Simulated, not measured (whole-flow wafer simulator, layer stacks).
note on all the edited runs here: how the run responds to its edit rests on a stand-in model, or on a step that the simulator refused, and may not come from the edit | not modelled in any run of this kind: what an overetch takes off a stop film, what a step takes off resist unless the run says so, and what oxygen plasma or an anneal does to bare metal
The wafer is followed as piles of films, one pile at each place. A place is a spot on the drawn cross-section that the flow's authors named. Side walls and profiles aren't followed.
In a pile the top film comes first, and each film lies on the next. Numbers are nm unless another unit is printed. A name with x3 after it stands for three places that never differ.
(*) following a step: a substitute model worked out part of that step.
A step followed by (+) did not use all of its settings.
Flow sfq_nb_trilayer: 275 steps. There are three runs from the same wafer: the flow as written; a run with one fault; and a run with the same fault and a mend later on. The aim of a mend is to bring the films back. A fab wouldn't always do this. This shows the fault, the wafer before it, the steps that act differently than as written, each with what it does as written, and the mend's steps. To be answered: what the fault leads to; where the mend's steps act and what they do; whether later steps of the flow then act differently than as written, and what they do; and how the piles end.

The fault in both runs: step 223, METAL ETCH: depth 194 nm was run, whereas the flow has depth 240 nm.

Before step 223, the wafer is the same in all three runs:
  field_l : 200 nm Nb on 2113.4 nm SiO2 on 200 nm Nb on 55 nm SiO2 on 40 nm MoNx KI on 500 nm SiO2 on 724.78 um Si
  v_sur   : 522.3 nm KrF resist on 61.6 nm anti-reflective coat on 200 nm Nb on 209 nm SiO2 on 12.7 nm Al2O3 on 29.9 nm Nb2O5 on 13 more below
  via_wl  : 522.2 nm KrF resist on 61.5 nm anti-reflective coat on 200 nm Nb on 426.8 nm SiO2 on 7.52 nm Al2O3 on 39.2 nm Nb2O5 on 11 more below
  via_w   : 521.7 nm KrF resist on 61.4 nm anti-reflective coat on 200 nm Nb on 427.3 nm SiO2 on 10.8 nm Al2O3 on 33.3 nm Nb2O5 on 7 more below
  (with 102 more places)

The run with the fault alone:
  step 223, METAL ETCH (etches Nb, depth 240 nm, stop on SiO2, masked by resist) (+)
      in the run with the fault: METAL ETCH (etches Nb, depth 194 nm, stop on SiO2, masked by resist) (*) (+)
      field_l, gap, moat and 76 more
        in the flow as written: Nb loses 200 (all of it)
        in the run with the fault: Nb loses 194
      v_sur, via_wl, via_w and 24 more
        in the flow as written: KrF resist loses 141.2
        in the run with the fault: KrF resist loses 114.1
  Steps further on in the flow that do not act as written:
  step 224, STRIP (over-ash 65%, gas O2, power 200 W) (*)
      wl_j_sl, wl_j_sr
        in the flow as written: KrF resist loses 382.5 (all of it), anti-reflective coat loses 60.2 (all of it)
        in the run with the fault: KrF resist loses 409.6 (all of it), anti-reflective coat loses 60.2 (all of it)
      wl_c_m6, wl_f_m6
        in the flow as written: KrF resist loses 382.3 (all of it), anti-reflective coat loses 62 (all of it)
        in the run with the fault: KrF resist loses 409.3 (all of it), anti-reflective coat loses 62 (all of it)
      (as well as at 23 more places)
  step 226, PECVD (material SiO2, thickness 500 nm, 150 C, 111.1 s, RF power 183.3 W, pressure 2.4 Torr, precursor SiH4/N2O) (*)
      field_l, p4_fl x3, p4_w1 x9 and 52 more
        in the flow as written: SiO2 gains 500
        in the run with the fault: SiO2 gains 500 (new film)
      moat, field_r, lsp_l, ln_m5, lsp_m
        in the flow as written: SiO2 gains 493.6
        in the run with the fault: SiO2 gains 493.8 (new film)
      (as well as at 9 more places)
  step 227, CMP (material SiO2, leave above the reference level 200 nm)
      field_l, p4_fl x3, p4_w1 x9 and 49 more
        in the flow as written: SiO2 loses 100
        in the run with the fault: SiO2 loses 106
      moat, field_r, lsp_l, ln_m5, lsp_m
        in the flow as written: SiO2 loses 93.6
        in the run with the fault: SiO2 loses 99.8
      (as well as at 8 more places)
  At field_l, gap, moat and 76 more, the piles at the end differ from the flow's by more than 2% or 0.5 nm, whichever is larger.
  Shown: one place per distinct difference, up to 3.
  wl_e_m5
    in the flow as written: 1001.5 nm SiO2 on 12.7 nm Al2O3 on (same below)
    in the run with the fault: 786.5 nm SiO2 on 6 nm Nb on 209 nm SiO2 on 12.7 nm Al2O3 on (same below)
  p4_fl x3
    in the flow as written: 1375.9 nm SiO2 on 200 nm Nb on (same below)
    in the run with the fault: 786.5 nm SiO2 on 6 nm Nb on 583.4 nm SiO2 on 200 nm Nb on (same below)
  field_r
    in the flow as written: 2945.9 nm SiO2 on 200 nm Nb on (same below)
    in the run with the fault: 786.5 nm SiO2 on 6 nm Nb on 2153.4 nm SiO2 on 200 nm Nb on (same below)

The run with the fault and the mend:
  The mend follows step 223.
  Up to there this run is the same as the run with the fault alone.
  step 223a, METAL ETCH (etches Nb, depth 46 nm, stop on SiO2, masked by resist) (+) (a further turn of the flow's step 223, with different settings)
      field_l, gap, moat and 76 more
        Nb loses 6 (all of it)
      v_sur, via_wl, via_w and 24 more
        KrF resist loses 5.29
  Steps further on in the flow that do not act as written:
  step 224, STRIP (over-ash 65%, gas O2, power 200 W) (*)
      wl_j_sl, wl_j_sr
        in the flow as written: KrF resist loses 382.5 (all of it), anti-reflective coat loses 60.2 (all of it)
        in the run with the mend: KrF resist loses 404.3 (all of it), anti-reflective coat loses 60.2 (all of it)
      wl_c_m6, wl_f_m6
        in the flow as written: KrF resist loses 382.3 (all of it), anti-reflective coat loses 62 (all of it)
        in the run with the mend: KrF resist loses 404 (all of it), anti-reflective coat loses 62 (all of it)
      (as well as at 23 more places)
  At every place that both follow, the piles at the end match the flow's.
